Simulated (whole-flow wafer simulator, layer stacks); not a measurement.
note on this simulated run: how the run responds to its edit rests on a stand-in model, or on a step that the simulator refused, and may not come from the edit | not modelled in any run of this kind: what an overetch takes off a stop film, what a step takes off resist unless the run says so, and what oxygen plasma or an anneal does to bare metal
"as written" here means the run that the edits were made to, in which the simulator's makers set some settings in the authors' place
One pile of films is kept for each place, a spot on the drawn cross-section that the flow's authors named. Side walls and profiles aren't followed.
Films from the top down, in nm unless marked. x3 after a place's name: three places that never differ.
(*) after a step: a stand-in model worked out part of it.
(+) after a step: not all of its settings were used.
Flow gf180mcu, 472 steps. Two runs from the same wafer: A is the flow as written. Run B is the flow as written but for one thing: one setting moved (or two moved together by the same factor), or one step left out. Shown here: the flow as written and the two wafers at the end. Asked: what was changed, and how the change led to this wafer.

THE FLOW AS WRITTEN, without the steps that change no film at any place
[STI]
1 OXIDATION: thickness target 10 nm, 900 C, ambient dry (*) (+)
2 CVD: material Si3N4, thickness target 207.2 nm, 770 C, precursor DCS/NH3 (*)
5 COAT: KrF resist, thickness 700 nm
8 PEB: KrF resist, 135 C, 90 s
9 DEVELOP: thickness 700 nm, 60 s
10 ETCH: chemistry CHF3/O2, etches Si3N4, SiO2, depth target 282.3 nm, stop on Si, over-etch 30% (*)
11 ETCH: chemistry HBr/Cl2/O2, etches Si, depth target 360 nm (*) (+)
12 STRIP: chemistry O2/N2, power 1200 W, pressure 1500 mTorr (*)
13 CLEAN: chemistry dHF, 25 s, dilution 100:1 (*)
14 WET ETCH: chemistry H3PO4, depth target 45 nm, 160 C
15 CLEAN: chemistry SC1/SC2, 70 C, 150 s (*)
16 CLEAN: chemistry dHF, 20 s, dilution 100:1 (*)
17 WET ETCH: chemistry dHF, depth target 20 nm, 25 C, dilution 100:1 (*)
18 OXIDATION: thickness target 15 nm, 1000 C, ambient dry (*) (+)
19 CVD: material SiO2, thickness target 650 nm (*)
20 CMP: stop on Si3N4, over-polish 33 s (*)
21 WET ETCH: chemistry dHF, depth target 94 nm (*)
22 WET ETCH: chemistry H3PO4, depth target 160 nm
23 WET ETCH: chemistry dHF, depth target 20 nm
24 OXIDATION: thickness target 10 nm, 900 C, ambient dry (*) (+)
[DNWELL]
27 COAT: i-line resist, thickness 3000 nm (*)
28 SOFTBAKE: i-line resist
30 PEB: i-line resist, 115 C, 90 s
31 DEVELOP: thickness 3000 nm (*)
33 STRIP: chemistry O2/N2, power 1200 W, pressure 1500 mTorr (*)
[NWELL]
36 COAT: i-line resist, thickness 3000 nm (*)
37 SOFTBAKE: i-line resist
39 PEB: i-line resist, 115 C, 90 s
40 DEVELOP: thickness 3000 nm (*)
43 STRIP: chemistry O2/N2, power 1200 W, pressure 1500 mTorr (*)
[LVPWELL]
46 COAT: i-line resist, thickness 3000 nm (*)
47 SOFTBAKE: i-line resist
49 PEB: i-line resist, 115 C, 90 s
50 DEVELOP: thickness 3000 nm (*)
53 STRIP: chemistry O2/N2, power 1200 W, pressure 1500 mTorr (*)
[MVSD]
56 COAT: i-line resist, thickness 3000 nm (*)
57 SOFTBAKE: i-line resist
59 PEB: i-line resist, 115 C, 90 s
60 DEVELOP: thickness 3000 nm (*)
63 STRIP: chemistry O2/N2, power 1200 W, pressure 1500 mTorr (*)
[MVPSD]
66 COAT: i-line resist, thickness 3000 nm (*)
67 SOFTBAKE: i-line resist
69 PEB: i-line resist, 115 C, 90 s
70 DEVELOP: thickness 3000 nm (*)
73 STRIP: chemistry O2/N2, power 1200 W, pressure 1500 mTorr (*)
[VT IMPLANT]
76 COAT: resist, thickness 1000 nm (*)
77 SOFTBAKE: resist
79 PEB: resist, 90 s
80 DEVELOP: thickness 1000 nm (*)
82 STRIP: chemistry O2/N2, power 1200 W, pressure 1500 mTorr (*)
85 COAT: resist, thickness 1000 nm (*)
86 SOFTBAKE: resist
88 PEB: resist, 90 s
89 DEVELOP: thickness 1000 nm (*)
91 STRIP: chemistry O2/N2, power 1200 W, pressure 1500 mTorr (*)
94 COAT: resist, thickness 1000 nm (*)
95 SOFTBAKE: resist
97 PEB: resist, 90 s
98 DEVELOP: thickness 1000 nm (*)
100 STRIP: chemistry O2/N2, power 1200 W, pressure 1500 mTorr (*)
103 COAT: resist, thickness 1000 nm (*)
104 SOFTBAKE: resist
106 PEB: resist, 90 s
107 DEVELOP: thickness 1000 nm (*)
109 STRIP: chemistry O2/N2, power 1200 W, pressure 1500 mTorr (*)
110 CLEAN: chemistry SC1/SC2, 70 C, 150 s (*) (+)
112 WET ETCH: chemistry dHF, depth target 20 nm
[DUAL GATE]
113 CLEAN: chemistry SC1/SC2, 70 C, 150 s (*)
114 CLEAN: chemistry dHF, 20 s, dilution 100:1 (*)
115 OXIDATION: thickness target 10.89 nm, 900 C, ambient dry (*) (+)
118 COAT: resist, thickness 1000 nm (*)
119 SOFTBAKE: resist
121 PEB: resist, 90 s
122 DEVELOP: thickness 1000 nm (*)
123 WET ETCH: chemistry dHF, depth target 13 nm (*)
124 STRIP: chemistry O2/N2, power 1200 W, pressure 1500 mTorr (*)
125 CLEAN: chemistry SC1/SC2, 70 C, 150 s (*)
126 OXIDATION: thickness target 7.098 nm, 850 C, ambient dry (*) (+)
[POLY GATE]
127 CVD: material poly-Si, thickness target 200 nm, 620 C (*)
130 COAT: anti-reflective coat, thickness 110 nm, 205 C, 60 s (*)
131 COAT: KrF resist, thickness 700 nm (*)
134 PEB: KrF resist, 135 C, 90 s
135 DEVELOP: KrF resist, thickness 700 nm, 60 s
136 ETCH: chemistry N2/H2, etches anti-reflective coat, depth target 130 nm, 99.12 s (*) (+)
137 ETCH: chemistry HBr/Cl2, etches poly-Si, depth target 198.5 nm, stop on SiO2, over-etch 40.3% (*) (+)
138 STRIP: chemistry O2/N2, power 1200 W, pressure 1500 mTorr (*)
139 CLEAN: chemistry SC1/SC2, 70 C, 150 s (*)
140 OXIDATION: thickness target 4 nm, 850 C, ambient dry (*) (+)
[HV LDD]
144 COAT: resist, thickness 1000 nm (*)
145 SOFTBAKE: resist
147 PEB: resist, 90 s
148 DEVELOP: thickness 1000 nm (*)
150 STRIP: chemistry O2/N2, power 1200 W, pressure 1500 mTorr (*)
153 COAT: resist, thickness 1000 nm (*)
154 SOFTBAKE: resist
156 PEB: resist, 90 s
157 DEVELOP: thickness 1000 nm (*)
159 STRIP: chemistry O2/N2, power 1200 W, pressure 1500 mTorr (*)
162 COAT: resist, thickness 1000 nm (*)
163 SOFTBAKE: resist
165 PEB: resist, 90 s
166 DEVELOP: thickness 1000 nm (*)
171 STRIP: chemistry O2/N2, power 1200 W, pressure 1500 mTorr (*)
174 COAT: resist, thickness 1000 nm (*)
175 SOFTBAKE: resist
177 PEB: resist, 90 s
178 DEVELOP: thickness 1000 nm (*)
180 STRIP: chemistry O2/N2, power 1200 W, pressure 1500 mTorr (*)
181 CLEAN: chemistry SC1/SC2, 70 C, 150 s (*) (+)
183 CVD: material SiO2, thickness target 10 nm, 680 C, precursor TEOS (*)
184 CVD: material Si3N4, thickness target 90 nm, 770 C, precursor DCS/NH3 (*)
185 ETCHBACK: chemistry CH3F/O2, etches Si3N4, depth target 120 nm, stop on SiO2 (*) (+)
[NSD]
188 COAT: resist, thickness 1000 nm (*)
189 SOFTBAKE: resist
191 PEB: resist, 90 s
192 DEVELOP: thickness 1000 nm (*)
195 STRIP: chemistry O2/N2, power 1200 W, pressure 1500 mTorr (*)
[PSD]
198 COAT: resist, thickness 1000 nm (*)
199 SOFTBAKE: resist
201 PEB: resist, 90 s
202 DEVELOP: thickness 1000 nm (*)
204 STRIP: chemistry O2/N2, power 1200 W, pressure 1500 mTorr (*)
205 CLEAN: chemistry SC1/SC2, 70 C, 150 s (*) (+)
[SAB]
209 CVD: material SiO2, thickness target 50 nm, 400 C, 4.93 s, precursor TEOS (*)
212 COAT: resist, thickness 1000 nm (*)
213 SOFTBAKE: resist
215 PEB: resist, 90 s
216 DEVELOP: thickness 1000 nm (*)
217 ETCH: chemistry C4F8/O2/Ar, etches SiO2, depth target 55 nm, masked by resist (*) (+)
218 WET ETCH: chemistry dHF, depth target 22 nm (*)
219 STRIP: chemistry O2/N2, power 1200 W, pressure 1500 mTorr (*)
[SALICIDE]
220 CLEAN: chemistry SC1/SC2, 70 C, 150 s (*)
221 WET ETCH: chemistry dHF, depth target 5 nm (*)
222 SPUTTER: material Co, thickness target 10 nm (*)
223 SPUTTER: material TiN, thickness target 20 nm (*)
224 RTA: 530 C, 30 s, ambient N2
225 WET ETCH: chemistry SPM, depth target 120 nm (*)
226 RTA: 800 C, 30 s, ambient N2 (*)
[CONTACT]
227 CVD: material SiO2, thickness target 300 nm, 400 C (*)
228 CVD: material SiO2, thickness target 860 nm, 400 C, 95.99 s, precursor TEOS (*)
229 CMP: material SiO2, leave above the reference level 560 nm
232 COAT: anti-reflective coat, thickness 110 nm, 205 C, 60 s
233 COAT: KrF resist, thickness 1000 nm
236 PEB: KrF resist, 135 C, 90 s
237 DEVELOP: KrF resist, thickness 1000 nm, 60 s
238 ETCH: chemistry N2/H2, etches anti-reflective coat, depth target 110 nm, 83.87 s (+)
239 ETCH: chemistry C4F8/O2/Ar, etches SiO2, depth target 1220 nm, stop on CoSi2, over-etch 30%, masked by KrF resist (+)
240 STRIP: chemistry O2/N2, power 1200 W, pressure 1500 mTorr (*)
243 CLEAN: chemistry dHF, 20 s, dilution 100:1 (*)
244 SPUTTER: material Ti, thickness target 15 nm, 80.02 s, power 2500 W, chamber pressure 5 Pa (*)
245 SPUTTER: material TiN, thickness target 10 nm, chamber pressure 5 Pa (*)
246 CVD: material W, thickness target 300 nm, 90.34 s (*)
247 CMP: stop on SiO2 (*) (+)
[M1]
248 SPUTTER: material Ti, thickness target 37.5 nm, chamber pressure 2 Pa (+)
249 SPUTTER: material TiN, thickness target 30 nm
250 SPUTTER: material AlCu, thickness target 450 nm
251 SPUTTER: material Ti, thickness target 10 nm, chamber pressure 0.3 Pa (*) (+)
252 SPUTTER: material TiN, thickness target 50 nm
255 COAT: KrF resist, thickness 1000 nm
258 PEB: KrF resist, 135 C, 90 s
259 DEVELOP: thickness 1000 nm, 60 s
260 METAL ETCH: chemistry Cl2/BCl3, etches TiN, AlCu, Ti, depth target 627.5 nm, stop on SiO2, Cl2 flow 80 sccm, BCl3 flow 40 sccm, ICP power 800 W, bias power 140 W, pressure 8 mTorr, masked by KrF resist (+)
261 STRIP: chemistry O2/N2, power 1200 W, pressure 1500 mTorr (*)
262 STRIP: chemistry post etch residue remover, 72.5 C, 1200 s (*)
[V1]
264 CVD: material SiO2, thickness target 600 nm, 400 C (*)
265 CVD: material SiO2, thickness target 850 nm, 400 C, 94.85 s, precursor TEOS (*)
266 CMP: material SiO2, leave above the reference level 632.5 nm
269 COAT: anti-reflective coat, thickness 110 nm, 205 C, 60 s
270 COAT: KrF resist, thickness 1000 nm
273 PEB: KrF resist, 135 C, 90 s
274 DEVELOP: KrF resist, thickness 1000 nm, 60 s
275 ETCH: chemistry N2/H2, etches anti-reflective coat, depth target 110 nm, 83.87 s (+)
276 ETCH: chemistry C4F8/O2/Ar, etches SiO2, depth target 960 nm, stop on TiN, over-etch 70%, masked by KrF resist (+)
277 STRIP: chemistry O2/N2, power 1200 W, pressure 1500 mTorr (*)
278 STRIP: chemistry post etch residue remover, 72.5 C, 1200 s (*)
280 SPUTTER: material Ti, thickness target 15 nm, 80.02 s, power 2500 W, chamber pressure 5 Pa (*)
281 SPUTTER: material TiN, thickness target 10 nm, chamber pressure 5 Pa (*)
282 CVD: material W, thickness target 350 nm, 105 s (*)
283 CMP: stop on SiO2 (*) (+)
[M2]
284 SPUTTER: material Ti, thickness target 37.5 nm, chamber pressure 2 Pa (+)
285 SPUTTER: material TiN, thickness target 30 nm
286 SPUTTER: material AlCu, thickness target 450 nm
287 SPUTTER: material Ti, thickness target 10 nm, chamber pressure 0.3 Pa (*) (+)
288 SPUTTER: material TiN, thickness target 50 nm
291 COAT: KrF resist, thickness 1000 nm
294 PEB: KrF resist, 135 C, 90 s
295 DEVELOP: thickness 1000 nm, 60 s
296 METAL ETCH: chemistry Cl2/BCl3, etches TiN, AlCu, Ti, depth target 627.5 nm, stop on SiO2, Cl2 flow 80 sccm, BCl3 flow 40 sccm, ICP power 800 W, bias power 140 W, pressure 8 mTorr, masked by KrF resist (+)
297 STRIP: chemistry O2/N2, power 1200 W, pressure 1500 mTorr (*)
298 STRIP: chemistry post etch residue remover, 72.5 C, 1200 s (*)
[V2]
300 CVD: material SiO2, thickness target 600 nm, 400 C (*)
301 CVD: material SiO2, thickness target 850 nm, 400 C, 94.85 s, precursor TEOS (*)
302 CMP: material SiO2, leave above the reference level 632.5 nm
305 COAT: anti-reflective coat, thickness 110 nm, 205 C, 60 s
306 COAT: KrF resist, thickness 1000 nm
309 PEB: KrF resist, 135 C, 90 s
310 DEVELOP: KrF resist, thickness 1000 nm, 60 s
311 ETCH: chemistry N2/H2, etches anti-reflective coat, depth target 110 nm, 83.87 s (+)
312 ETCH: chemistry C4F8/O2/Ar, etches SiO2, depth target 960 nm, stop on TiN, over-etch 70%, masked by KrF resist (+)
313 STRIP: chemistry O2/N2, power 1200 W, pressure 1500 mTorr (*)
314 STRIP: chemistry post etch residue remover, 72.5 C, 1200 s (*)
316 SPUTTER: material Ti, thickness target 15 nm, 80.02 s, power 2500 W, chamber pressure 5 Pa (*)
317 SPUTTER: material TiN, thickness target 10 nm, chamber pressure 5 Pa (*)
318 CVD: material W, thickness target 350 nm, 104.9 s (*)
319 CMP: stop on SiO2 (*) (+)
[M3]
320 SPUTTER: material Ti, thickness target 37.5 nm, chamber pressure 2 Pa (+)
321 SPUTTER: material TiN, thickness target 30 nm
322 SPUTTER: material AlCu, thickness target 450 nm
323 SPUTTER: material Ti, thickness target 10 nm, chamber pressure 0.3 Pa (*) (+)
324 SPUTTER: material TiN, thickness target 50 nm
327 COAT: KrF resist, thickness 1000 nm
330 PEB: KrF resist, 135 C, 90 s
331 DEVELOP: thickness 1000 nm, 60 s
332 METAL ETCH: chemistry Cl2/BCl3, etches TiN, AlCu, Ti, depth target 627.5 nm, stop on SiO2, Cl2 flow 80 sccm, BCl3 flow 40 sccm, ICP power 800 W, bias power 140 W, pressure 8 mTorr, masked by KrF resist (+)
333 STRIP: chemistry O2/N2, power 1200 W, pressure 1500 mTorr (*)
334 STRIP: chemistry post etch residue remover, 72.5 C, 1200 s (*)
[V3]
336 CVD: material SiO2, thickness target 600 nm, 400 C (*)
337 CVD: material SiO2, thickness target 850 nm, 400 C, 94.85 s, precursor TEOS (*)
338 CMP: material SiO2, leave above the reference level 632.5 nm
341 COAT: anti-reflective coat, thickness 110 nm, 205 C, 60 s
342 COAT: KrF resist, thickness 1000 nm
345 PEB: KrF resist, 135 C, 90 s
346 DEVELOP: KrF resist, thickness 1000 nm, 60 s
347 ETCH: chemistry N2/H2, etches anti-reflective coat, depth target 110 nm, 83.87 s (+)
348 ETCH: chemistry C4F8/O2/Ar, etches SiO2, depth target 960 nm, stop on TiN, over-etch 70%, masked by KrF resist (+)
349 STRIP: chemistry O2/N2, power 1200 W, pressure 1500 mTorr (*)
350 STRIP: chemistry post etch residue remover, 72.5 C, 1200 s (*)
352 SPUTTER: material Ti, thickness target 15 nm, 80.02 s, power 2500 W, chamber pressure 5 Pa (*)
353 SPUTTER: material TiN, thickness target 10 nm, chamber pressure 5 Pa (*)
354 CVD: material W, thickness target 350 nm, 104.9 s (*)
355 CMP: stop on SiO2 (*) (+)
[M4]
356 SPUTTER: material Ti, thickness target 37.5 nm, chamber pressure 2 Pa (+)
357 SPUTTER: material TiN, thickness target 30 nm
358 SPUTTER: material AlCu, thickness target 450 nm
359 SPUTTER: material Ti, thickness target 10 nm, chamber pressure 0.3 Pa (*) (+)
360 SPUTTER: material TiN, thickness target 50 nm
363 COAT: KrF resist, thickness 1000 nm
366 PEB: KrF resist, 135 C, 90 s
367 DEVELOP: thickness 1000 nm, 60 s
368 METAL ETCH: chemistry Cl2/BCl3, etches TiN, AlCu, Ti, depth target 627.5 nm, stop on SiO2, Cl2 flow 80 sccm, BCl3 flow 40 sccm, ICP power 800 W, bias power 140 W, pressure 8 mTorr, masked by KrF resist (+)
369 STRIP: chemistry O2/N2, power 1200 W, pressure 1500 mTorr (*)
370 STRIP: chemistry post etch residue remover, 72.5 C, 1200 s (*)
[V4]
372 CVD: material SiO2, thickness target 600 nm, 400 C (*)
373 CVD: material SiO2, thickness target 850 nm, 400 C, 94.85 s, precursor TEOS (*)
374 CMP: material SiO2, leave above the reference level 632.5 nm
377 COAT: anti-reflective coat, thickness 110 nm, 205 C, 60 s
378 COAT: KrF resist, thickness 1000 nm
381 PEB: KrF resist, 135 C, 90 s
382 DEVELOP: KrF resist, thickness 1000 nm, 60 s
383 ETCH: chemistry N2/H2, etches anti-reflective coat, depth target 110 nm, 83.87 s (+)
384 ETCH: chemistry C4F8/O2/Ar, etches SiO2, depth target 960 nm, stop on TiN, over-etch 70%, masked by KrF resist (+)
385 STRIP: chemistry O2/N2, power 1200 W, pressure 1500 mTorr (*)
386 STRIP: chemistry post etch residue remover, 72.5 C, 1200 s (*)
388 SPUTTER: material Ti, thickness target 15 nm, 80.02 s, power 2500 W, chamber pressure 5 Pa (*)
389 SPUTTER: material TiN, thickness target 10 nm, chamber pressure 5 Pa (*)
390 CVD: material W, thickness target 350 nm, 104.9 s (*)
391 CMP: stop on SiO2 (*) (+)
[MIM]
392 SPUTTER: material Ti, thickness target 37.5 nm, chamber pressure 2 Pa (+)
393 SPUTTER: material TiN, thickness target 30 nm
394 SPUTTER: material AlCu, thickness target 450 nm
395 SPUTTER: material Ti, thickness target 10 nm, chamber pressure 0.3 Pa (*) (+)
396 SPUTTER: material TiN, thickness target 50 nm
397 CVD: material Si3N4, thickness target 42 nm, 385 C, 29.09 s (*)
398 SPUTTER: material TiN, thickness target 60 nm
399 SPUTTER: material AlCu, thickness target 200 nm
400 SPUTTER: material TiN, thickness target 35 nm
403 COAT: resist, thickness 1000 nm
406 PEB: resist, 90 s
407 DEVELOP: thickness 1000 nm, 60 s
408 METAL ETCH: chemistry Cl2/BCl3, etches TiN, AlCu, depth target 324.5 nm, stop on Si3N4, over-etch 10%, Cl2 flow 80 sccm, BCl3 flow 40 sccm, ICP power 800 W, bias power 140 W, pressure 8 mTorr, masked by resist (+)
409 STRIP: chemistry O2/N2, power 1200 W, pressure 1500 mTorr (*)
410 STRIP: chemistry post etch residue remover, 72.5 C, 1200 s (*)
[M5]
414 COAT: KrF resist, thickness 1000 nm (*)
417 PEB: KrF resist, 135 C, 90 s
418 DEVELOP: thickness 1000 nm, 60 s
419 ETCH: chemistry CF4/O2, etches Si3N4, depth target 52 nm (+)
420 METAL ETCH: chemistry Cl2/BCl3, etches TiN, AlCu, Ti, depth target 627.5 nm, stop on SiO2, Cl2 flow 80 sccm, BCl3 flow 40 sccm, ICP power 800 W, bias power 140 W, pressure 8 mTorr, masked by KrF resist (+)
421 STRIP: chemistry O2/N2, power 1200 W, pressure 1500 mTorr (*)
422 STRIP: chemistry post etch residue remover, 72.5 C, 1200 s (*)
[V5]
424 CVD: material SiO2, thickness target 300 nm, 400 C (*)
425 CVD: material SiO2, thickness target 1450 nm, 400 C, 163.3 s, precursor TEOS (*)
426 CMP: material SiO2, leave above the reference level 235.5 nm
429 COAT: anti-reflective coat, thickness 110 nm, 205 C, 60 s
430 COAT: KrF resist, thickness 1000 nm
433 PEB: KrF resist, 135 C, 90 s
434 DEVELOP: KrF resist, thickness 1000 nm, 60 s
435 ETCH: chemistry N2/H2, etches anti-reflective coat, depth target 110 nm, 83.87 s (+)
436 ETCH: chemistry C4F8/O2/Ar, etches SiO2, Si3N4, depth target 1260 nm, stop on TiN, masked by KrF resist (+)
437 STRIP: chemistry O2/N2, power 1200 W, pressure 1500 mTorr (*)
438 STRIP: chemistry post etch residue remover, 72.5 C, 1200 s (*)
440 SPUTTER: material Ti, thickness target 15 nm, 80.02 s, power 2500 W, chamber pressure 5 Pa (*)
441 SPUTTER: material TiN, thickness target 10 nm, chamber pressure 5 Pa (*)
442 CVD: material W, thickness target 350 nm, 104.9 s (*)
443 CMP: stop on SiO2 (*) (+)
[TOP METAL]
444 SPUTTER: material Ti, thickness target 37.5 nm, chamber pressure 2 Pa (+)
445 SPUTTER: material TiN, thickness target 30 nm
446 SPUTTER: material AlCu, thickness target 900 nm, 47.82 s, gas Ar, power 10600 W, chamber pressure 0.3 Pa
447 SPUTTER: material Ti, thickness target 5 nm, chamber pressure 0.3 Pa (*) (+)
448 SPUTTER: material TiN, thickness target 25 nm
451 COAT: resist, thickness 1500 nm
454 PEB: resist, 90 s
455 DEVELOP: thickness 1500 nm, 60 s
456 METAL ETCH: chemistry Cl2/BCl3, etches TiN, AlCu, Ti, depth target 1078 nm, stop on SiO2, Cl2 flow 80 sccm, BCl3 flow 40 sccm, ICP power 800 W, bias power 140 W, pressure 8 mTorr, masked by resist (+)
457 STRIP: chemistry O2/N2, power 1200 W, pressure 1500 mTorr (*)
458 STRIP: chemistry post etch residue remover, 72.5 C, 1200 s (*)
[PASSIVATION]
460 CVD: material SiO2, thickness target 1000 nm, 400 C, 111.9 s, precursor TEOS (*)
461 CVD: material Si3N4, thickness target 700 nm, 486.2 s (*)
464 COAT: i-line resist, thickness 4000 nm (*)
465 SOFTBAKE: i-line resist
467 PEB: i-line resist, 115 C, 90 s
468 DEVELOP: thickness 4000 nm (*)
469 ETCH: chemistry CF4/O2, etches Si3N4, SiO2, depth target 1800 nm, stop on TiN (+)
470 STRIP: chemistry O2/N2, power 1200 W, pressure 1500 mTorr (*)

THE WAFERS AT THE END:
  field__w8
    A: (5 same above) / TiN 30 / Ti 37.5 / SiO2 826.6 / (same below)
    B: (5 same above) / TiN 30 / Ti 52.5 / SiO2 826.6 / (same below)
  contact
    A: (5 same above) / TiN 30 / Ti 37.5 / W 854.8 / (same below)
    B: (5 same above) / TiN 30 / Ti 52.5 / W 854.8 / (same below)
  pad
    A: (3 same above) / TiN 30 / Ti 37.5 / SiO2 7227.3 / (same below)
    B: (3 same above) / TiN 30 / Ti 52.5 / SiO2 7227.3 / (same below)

The cause: step 444, SPUTTER: thickness target 52.5 nm was run, where the flow has thickness target 37.5 nm.
It can be read off the wafer: field__w8 has Ti 52.5, and step 444 as written asks for 37.5 nm.

How the change led to this, step by step:
  444 SPUTTER: material Ti, thickness target 37.5 nm, chamber pressure 2 Pa (+)
      field, field__w1, field__w2 and 109 more: A Ti +37.5 (new film) | B Ti +52.5 (new film)
  456 METAL ETCH: chemistry Cl2/BCl3, etches TiN, AlCu, Ti, depth target 1078 nm, stop on SiO2, Cl2 flow 80 sccm, BCl3 flow 40 sccm, ICP power 800 W, bias power 140 W, pressure 8 mTorr, masked by resist (+)
      field, field__w1, field__w2 and 103 more: A TiN -25 (all of it), Ti -5 (all of it), AlCu -900 (all of it), TiN -30 (all of it), Ti -37.5 (all of it) | B TiN -25 (all of it), Ti -5 (all of it), AlCu -900 (all of it), TiN -30 (all of it), Ti -52.5 (all of it)
  465 SOFTBAKE: i-line resist
      field__w5, field__w9: A i-line resist +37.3 | B i-line resist +30.9
      field__w11, field__w13: A i-line resist +37.9 | B i-line resist +32
      (and at 61 more places)
